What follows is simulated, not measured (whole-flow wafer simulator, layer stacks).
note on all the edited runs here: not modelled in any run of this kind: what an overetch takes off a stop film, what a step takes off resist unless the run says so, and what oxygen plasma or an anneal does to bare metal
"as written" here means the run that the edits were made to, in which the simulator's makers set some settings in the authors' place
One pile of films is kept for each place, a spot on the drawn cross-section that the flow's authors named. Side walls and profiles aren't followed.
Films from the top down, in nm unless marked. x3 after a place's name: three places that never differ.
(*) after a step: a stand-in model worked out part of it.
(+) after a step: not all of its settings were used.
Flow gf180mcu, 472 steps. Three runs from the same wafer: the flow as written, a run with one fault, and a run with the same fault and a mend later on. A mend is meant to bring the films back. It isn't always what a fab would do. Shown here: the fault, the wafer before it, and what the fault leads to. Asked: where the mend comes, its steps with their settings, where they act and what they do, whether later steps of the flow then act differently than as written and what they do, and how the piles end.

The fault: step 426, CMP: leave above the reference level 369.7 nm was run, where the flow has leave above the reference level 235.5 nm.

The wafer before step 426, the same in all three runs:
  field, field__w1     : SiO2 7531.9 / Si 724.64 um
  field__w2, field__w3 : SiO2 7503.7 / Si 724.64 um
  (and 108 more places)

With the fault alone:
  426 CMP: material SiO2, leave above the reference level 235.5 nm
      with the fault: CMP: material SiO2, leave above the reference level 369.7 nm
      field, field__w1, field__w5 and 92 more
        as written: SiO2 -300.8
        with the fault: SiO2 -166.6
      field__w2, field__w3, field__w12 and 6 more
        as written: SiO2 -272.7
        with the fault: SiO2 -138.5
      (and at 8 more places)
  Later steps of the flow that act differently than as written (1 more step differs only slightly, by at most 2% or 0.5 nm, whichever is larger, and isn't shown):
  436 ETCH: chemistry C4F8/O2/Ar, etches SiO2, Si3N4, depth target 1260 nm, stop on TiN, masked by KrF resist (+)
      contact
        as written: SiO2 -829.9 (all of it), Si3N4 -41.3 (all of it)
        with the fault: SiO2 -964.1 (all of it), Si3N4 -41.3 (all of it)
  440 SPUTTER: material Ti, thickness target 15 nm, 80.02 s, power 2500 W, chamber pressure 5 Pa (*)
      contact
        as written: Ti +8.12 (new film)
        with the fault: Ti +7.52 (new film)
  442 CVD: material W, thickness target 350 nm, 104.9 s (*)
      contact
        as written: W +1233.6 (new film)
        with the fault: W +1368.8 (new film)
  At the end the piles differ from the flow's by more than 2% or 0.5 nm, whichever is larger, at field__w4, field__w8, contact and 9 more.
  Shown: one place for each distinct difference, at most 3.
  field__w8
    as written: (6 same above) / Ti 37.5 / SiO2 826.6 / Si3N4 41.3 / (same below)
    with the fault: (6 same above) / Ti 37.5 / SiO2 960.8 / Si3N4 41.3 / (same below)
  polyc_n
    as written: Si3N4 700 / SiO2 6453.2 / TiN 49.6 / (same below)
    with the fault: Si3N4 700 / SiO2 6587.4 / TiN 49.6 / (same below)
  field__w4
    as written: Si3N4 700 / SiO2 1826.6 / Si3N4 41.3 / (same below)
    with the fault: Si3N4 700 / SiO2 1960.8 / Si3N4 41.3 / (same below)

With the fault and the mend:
  The mend comes after step 426.
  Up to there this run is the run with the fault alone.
  426a CMP: material SiO2, leave above the reference level 235.5 nm (the flow's step 426 once more)
      field, field__w1, field__w2 and 109 more
        SiO2 -134.2
  No later step of the flow acts differently than as written at any place that is followed.
  At the end the piles are the same as the flow's at every place that both follow.
